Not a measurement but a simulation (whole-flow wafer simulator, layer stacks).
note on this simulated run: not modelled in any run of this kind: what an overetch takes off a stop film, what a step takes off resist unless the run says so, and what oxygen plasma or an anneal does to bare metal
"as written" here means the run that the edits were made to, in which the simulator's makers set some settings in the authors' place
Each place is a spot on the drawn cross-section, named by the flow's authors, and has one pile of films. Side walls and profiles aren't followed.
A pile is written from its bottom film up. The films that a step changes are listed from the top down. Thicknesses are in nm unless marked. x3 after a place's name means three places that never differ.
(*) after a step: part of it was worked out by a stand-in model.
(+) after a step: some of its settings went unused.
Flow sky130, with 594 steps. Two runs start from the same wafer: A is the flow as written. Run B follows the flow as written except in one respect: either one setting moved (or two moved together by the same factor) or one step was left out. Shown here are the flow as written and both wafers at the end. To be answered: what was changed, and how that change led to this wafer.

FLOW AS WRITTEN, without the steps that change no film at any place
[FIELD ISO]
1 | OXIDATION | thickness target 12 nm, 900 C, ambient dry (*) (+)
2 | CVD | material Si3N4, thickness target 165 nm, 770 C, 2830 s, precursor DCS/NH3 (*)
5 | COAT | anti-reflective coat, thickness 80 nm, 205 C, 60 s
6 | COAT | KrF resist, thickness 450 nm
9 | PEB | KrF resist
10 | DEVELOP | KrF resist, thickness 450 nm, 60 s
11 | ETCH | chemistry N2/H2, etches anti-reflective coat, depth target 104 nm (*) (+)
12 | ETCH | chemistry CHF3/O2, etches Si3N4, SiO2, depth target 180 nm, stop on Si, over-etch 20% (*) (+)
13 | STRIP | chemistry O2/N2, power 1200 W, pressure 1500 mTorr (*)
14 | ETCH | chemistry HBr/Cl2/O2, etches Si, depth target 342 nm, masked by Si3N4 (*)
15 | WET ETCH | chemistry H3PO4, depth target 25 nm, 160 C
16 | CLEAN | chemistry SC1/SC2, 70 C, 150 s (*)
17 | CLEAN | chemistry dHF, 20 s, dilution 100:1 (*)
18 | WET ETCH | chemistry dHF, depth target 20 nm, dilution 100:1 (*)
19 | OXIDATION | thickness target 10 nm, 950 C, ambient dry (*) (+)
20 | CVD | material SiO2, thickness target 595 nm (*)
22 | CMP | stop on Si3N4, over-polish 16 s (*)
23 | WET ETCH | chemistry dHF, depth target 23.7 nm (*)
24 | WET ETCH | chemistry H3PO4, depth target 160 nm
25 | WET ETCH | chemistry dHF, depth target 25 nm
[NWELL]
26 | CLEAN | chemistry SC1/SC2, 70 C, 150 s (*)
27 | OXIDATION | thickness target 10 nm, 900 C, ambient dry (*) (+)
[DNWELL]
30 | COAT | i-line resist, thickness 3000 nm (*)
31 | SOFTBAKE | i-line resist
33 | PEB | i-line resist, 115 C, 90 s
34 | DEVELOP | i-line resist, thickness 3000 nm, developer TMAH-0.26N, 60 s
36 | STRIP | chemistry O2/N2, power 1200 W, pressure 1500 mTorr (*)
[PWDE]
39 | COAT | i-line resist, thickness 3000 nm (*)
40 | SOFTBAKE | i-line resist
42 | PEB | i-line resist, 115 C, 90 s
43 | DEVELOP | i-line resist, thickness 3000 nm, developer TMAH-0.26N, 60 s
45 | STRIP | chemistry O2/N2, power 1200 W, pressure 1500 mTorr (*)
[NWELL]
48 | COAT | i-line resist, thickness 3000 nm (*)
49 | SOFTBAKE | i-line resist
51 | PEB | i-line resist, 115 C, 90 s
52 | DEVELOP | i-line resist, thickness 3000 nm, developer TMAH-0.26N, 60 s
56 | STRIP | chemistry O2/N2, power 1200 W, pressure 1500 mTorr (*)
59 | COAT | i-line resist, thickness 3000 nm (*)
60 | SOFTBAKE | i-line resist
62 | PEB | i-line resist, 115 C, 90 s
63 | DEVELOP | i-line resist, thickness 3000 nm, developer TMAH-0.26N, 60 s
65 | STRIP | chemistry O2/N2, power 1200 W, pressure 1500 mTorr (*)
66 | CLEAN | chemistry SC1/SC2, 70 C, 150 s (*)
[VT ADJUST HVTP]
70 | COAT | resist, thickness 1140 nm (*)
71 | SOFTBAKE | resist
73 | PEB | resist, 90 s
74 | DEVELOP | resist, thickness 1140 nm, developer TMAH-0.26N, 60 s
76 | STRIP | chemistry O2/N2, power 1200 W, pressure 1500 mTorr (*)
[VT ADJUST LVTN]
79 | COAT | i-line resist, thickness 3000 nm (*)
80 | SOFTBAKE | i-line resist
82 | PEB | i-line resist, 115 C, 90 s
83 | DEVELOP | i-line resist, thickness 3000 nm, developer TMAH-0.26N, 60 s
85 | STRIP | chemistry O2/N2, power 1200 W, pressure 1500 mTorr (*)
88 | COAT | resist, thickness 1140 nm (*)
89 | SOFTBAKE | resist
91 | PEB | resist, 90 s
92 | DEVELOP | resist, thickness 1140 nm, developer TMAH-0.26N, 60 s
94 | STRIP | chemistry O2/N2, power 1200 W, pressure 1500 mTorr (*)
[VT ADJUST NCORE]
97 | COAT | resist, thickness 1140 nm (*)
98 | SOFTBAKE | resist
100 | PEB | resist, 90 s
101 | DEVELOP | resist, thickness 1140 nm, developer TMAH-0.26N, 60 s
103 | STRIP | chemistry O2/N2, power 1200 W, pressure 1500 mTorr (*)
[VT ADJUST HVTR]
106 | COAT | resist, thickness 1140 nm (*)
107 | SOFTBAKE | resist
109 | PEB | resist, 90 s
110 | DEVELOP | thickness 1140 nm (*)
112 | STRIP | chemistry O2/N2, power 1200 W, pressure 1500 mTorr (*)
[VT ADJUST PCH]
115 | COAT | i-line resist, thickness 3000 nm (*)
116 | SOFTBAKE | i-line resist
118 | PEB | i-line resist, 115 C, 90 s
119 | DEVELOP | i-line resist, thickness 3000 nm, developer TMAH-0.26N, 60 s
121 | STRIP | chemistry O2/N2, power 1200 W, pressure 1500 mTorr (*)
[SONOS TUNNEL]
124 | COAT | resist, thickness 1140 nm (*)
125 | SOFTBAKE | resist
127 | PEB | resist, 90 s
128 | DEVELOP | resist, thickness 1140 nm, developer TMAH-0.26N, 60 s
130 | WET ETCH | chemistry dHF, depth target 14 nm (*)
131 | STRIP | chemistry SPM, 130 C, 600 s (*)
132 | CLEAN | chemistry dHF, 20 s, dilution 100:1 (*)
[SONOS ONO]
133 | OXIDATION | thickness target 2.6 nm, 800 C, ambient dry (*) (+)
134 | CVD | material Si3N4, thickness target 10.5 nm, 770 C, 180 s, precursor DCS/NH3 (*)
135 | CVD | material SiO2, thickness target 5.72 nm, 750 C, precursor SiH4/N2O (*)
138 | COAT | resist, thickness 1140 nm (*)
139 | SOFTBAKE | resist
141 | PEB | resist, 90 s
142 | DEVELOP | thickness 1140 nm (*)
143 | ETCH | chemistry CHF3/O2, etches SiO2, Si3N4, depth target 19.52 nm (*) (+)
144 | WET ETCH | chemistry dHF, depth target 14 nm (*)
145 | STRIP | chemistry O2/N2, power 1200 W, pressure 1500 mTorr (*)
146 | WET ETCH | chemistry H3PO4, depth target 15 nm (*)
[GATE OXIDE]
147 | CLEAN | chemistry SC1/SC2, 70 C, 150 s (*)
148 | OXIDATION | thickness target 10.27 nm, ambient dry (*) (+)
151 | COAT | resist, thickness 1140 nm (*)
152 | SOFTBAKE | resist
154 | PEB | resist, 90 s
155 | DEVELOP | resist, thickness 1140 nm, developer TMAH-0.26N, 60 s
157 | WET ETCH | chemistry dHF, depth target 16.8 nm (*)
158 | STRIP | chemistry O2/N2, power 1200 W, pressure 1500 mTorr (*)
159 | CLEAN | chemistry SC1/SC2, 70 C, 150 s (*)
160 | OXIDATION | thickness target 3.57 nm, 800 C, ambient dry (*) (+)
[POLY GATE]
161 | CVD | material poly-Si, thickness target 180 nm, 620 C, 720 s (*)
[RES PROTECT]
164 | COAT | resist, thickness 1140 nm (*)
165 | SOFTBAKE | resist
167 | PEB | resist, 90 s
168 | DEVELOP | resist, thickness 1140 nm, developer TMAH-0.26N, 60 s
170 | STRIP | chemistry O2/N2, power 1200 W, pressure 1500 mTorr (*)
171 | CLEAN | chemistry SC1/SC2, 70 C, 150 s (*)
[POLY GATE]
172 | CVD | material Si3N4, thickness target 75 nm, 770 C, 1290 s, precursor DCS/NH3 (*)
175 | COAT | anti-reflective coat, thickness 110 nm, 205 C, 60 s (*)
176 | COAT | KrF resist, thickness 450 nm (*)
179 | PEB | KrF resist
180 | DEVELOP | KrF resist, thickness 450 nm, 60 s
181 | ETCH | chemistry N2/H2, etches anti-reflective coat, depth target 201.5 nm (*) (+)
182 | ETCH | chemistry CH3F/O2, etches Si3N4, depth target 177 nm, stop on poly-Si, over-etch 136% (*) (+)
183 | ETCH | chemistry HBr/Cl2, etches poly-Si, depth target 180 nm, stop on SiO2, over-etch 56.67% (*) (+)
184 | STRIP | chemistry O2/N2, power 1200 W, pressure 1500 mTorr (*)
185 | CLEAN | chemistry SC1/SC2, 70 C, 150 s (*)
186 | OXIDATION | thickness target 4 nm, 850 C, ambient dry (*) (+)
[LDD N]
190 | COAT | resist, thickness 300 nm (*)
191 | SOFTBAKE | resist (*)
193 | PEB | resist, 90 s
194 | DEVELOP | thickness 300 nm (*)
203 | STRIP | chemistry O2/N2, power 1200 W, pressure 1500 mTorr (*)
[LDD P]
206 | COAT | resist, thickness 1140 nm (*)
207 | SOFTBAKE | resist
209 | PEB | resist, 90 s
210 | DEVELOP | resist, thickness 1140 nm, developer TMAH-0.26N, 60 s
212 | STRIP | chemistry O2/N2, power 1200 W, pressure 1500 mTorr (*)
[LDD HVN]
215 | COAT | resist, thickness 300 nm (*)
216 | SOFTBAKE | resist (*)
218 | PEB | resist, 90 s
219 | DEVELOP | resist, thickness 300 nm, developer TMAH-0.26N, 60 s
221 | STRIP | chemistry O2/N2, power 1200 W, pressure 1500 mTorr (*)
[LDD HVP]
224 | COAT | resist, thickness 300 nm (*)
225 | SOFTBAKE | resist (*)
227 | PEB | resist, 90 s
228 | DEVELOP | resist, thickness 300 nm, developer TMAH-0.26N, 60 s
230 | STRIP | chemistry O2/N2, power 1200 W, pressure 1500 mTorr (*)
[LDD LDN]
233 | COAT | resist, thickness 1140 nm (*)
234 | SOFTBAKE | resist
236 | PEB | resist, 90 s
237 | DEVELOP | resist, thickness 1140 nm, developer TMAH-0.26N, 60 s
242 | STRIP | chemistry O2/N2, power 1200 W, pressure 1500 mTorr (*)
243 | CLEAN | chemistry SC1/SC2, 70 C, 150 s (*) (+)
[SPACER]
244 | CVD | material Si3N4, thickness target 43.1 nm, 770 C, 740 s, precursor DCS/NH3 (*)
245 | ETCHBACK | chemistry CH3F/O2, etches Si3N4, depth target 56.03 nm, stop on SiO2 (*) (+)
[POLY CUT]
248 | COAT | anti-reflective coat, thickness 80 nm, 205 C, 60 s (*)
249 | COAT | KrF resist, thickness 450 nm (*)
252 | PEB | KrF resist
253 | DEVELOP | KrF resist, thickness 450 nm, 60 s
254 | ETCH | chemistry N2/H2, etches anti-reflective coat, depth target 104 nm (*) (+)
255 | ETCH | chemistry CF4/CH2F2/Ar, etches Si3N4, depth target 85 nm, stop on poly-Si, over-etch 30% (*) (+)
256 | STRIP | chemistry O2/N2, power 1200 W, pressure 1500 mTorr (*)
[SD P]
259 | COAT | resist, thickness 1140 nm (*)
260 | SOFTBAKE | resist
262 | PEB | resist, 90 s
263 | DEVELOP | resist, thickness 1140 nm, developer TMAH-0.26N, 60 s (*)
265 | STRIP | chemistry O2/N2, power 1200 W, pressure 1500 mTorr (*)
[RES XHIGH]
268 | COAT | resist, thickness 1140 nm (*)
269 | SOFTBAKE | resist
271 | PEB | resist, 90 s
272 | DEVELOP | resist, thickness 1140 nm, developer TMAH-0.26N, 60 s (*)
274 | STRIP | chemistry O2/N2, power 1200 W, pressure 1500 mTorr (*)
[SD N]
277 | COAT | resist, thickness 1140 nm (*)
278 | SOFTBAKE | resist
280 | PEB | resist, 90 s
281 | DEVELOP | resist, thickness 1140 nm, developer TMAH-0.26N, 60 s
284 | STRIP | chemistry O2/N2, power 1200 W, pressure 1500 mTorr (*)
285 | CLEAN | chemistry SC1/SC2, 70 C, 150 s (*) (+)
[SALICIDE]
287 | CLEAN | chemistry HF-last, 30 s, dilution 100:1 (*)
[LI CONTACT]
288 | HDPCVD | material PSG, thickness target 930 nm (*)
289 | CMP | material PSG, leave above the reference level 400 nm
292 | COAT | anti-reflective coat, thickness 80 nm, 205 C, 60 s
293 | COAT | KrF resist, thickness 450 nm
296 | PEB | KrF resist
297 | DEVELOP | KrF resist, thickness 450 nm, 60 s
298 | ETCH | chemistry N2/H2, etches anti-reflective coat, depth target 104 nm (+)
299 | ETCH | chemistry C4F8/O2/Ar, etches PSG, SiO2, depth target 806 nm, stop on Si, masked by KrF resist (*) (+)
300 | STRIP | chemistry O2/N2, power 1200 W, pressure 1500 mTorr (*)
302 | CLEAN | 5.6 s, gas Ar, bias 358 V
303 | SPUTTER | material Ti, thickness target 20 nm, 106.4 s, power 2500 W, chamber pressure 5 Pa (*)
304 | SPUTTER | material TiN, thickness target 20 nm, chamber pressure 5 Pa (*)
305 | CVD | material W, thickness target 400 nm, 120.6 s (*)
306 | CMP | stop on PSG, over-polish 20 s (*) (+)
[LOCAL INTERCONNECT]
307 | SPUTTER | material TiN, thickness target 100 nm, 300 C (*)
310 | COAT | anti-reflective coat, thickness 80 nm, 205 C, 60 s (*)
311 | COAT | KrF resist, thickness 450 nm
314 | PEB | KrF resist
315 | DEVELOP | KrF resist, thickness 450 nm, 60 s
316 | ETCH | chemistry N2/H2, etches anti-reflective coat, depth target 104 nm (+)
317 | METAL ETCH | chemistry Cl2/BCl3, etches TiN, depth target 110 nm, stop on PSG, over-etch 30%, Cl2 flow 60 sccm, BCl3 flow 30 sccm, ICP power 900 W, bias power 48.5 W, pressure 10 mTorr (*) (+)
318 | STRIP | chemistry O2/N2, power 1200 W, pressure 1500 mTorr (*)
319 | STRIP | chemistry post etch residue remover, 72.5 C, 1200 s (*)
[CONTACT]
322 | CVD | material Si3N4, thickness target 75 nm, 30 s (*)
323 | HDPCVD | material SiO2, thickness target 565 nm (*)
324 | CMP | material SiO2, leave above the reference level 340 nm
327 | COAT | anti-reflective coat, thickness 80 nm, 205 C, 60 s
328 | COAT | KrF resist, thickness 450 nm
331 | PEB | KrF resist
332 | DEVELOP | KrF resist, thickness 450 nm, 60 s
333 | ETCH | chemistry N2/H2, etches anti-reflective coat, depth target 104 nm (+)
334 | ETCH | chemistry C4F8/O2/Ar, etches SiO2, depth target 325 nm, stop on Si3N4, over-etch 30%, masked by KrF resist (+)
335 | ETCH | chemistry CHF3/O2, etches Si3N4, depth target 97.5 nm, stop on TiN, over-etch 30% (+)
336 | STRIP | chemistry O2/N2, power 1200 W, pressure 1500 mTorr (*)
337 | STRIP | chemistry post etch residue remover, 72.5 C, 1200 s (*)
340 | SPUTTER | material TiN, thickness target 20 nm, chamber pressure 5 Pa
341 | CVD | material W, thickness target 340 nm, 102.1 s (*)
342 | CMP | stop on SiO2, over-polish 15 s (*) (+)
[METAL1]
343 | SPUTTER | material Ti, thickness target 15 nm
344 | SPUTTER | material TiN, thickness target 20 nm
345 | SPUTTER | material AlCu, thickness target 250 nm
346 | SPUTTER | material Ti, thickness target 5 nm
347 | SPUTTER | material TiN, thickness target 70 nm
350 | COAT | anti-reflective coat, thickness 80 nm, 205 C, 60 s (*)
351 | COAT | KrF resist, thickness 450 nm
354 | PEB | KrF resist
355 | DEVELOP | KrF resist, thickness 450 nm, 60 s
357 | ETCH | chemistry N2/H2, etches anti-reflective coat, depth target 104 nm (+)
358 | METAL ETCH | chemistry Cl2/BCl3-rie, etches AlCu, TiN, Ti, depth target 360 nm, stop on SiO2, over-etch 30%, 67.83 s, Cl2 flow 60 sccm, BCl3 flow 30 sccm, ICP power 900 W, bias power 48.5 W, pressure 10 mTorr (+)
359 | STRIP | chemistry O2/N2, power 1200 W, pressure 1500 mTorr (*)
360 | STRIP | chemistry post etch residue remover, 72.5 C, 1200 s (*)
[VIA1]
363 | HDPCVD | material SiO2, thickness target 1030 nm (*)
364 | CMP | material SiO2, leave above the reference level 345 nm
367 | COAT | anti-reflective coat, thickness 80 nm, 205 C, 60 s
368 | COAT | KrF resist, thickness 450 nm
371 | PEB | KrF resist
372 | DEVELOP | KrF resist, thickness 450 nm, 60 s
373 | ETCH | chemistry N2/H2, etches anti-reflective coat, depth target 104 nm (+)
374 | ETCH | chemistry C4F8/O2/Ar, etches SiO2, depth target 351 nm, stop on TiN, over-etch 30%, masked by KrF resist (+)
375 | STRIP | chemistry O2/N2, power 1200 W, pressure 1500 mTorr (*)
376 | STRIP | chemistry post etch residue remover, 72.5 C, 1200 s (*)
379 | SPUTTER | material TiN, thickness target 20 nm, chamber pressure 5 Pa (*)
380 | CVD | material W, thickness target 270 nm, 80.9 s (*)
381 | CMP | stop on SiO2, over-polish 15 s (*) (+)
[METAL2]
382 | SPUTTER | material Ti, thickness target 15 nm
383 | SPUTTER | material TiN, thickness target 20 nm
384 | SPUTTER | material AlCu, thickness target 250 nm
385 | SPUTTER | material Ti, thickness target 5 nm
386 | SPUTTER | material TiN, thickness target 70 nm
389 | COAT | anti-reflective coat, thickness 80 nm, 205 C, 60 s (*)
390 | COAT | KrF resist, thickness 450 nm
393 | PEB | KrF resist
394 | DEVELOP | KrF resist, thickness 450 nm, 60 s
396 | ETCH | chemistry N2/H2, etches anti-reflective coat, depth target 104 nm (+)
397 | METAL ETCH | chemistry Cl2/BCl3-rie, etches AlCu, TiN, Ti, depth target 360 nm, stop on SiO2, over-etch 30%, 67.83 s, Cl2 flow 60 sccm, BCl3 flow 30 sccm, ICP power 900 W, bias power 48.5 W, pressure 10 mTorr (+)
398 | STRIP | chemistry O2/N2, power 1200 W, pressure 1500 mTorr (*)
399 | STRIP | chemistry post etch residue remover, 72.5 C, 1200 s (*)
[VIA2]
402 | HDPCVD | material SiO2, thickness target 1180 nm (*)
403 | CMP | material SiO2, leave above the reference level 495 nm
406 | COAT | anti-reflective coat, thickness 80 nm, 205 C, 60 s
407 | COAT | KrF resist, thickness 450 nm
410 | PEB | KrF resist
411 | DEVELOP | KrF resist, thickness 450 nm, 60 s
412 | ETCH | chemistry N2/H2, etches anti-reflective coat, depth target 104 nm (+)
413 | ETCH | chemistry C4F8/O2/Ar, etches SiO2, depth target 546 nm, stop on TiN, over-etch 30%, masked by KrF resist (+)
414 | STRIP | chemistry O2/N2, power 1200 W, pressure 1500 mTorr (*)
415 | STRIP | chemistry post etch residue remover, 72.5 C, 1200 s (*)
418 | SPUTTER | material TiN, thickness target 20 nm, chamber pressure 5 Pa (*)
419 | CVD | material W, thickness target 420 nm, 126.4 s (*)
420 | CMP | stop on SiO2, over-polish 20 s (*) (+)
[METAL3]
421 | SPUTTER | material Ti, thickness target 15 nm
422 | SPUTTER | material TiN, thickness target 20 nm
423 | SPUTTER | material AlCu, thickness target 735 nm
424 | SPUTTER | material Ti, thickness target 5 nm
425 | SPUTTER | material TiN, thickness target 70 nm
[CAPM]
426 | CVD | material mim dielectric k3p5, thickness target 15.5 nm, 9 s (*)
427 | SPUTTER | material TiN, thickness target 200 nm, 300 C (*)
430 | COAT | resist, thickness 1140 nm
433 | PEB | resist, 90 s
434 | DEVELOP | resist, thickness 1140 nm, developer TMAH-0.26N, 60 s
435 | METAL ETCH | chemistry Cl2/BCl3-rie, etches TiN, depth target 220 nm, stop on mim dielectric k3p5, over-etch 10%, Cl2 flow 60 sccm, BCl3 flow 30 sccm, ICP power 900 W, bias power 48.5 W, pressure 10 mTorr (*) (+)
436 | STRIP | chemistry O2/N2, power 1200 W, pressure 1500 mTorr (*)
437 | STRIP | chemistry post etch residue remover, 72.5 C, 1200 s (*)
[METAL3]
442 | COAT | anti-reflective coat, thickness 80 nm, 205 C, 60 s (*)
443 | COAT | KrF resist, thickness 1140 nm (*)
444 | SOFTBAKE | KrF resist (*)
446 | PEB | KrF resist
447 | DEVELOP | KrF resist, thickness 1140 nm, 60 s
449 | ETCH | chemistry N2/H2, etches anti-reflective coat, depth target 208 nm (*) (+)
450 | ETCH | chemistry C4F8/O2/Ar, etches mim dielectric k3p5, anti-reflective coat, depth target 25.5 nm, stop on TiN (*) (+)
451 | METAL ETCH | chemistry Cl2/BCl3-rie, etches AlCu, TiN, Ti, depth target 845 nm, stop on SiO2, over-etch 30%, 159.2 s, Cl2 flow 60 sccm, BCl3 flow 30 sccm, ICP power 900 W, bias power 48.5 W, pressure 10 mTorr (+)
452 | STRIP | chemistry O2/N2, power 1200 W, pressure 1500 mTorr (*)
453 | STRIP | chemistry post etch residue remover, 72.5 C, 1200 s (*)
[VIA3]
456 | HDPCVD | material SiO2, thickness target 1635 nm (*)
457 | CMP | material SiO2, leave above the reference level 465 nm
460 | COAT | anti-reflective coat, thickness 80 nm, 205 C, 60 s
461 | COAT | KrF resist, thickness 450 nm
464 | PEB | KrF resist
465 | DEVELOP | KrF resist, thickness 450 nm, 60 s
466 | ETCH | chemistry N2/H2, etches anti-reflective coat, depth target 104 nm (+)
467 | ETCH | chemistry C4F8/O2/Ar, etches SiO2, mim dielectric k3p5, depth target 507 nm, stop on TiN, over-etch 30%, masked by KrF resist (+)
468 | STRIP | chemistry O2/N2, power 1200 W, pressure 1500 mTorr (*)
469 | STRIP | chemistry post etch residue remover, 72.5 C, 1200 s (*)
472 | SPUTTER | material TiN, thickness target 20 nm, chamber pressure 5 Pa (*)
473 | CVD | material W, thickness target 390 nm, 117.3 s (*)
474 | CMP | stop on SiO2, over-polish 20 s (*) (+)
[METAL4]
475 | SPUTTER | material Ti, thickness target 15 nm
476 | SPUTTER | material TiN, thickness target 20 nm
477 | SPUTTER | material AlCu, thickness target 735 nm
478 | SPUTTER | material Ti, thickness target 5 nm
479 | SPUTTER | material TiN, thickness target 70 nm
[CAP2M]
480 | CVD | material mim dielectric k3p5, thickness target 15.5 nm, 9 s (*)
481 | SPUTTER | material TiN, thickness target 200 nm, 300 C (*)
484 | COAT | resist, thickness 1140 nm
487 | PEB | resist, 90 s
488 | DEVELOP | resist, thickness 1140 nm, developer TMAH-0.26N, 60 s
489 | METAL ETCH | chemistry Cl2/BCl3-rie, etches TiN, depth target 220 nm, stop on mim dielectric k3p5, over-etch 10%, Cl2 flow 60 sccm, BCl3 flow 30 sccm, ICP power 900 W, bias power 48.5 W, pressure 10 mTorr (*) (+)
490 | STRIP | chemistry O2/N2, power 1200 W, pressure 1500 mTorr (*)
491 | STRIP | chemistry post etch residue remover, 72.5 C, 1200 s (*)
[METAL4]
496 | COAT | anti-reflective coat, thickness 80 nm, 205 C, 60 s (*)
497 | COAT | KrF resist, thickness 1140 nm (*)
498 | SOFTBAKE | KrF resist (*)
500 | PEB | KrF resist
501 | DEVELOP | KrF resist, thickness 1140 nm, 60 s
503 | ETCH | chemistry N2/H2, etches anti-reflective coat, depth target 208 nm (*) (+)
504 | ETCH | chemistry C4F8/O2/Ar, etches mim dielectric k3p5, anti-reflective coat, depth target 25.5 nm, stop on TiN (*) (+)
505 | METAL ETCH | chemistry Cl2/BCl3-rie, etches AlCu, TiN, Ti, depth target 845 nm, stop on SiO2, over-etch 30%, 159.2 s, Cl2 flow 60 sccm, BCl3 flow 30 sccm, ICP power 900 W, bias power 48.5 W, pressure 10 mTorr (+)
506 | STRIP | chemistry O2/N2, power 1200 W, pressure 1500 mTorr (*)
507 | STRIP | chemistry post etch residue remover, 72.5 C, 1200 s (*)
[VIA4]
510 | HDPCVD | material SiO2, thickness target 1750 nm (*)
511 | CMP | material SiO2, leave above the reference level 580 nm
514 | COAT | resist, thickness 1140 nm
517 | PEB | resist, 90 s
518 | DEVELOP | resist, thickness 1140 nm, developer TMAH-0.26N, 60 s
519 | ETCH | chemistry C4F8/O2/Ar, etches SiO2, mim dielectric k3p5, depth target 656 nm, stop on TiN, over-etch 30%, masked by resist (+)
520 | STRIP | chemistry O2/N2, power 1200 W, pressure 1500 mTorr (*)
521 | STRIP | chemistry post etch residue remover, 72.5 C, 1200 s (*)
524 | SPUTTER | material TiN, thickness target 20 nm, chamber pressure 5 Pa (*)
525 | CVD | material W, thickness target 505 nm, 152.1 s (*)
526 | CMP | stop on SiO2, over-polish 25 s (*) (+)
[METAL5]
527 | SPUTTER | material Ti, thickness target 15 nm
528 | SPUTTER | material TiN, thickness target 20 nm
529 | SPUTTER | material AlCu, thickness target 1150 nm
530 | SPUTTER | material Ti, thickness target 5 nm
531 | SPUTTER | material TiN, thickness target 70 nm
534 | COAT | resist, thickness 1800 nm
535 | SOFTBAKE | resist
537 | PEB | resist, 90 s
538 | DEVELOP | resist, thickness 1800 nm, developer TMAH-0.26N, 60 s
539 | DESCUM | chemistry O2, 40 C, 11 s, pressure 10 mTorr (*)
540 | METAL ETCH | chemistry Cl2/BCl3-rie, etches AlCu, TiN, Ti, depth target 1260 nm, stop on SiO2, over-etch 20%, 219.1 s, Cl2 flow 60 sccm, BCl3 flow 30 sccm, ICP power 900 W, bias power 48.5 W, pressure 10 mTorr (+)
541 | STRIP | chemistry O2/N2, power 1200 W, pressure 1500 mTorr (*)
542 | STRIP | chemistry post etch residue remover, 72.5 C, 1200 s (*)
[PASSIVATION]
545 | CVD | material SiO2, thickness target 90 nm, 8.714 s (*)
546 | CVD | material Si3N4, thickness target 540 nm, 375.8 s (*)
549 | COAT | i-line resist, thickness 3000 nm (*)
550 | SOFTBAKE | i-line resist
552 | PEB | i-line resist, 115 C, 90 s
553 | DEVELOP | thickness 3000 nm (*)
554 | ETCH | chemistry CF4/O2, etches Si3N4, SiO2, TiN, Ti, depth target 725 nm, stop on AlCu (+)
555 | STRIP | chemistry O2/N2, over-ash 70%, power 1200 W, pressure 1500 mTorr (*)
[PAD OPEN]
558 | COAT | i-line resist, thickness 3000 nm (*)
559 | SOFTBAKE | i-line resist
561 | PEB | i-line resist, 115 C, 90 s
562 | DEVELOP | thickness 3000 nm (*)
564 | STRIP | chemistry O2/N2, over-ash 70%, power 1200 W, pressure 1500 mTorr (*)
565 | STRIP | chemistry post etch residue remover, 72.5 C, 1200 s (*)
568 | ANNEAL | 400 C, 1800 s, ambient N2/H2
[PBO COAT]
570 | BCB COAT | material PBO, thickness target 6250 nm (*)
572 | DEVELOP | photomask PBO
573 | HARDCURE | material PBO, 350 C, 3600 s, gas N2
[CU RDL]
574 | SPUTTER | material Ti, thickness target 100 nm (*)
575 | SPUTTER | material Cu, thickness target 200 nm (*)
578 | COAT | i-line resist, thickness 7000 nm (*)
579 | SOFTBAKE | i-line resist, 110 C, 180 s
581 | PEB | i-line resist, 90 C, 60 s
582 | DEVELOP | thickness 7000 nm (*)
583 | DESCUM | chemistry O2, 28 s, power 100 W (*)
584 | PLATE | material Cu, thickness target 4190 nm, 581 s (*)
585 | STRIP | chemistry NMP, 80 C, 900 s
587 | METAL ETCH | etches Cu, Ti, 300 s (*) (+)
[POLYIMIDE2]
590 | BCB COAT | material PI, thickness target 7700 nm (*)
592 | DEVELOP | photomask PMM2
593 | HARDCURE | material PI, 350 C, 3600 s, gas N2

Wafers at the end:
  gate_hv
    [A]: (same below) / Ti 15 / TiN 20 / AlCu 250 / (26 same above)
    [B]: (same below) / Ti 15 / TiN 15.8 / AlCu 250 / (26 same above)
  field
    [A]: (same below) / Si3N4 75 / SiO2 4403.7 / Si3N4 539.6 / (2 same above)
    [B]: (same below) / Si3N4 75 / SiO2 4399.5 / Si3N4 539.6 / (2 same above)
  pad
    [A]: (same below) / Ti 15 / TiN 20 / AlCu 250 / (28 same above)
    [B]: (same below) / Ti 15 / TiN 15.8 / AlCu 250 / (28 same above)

The reason: step 344, SPUTTER: thickness target 15.8 nm was run, while the flow as written has thickness target 20 nm.
One can read it off the wafer: gate_hv has TiN 15.8, and step 344 as written asks for 20 nm.

The path from the change to this, step by step:
  344 | SPUTTER | material TiN, thickness target 20 nm
      field, active, n_well and 188 more: A TiN gains 20 (new film) | B TiN gains 15.8 (new film)
  358 | METAL ETCH | chemistry Cl2/BCl3-rie, etches AlCu, TiN, Ti, depth target 360 nm, stop on SiO2, over-etch 30%, 67.83 s, Cl2 flow 60 sccm, BCl3 flow 30 sccm, ICP power 900 W, bias power 48.5 W, pressure 10 mTorr (+)
      field, active, gate and 81 more: A TiN loses 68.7 (all of it), Ti loses 5 (all of it), AlCu loses 250 (all of it), TiN loses 20 (all of it), Ti loses 15 (all of it), SiO2 loses 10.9 | B TiN loses 68.7 (all of it), Ti loses 5 (all of it), AlCu loses 250 (all of it), TiN loses 15.8 (all of it), Ti loses 15 (all of it), SiO2 loses 11.4
